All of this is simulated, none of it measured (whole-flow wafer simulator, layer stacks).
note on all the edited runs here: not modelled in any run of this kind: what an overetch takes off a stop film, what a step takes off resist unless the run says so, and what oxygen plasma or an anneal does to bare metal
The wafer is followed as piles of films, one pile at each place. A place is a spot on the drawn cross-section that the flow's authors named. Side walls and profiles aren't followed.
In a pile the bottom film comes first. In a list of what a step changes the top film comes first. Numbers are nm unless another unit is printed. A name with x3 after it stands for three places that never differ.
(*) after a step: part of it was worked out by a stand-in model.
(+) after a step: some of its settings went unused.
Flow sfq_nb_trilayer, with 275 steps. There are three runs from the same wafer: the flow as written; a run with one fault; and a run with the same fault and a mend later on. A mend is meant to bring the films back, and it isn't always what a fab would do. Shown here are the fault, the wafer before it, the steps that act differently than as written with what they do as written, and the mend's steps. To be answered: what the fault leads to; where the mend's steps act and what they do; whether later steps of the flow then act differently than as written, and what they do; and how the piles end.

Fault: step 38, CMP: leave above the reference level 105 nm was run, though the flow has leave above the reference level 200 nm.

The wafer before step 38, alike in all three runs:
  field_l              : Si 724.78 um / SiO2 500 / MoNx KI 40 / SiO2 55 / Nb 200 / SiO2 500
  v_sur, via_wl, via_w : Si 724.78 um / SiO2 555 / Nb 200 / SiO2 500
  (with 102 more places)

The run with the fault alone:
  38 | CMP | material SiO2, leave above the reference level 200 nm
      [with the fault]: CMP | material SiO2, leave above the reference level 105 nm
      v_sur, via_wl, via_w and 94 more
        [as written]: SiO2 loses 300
        [with the fault]: SiO2 loses 395
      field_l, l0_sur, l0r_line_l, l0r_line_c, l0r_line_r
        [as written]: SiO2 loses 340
        [with the fault]: SiO2 loses 435
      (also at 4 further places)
  Steps later in the flow that act otherwise than as written (3 more steps, not shown, differ only slightly: by at most 2% or 0.5 nm, whichever is larger):
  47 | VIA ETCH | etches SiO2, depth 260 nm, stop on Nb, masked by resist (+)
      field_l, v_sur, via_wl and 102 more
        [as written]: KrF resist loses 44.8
        [with the fault]: KrF resist loses 27.1
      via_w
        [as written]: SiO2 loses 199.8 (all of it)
        [with the fault]: SiO2 loses 104.8 (all of it)
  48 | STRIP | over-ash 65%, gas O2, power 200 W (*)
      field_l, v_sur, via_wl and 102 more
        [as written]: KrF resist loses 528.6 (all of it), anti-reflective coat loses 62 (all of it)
        [with the fault]: KrF resist loses 546.3 (all of it), anti-reflective coat loses 62 (all of it)
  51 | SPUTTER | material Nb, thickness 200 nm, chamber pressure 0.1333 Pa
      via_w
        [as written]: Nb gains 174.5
        [with the fault]: Nb gains 193
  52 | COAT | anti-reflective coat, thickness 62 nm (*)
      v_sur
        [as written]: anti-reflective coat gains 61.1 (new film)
        [with the fault]: anti-reflective coat gains 57.2 (new film)
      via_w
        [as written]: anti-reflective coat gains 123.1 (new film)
        [with the fault]: anti-reflective coat gains 105 (new film)
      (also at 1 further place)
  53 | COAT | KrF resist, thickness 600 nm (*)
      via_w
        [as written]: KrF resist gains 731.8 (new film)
        [with the fault]: KrF resist gains 651.2 (new film)
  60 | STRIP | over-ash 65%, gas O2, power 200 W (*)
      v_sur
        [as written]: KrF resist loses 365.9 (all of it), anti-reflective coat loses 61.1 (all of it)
        [with the fault]: KrF resist loses 377.1 (all of it), anti-reflective coat loses 57.2 (all of it)
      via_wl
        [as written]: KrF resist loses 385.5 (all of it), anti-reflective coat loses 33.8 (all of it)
        [with the fault]: KrF resist loses 396 (all of it), anti-reflective coat loses 34.4 (all of it)
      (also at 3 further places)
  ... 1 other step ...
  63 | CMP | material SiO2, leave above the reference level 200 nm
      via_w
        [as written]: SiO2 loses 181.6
        [with the fault]: SiO2 loses 189
  At field_l, v_sur, via_wl and 103 more, the piles at the end differ from the flow's by more than 2% or 0.5 nm, whichever is larger.
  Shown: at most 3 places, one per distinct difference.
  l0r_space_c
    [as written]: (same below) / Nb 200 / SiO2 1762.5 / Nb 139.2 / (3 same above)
    [with the fault]: (same below) / Nb 200 / SiO2 1667.5 / Nb 139.2 / (3 same above)
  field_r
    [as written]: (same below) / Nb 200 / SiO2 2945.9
    [with the fault]: (same below) / Nb 200 / SiO2 2850.9
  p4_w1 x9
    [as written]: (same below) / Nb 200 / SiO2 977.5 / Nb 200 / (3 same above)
    [with the fault]: (same below) / Nb 200 / SiO2 882.5 / Nb 200 / (3 same above)

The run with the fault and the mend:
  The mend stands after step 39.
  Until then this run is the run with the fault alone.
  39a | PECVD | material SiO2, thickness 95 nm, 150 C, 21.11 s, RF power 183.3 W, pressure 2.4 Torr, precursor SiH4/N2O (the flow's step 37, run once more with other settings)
      field_l, v_sur, via_wl and 103 more
        SiO2 gains 95
  Later steps of the flow that are run all act as written at every place that is followed.
  At every place that both follow, the piles at the end match the flow's.
